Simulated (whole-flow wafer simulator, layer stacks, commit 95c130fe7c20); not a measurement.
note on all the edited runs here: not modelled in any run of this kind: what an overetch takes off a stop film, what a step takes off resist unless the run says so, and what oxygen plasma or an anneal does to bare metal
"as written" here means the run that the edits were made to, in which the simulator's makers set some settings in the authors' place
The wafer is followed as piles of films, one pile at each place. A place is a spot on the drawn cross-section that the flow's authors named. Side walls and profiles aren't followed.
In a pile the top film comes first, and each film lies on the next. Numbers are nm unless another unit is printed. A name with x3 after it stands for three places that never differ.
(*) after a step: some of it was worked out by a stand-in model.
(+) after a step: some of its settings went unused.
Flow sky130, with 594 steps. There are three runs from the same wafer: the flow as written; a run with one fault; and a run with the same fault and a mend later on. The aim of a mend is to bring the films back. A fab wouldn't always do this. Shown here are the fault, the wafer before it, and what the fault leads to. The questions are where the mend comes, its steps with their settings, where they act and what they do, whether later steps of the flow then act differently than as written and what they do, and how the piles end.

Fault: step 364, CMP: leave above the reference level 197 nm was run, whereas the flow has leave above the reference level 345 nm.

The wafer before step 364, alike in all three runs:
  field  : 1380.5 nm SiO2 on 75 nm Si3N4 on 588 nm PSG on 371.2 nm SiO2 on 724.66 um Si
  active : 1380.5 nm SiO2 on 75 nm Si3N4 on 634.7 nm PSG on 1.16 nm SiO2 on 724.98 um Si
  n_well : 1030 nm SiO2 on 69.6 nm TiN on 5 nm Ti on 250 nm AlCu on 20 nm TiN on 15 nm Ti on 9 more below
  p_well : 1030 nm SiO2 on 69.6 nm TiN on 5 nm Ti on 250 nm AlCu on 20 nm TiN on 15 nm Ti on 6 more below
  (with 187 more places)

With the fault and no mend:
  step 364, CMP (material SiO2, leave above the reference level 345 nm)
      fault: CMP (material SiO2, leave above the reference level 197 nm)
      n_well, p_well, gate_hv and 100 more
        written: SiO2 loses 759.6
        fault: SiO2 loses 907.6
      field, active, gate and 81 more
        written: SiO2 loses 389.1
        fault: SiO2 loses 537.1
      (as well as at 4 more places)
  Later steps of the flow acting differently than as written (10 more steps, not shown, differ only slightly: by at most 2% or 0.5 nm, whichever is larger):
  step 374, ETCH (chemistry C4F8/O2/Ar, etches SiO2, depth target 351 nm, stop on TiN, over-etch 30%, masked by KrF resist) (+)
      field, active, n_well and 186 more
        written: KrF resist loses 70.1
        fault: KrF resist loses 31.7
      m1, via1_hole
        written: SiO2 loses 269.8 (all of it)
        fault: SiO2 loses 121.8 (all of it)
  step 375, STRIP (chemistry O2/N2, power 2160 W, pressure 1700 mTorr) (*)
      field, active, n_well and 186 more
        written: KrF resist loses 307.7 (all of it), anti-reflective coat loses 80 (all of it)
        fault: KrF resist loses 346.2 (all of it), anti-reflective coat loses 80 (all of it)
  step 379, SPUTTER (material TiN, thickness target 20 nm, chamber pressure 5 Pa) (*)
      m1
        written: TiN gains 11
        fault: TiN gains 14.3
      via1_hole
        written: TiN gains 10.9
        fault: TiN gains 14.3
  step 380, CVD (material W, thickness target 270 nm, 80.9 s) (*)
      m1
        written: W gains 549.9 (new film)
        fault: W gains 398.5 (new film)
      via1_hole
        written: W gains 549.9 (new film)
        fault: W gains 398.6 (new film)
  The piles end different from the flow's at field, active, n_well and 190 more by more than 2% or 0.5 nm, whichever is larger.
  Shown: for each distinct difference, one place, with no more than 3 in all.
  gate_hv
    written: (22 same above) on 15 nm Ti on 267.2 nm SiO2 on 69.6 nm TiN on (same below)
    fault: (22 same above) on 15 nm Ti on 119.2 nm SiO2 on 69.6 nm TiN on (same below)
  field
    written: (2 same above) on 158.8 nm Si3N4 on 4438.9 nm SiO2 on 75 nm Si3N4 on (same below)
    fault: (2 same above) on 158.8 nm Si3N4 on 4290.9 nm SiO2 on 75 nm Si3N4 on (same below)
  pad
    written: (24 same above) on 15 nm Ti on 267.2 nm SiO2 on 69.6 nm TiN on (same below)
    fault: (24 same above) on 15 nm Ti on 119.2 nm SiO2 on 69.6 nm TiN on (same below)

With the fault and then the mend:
  The mend follows step 364.
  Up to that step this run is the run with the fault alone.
  step 364a, HDPCVD (thickness target 148 nm) (*) (the flow's step 363, run once more with other settings)
      field, active, n_well and 188 more
        SiO2 gains 148
  Later steps of the flow that are run all act as written at every place that is followed, up to a difference of at most 2% or 0.5 nm, whichever is larger.
  By the end, the piles equal the flow's at every place that both follow.
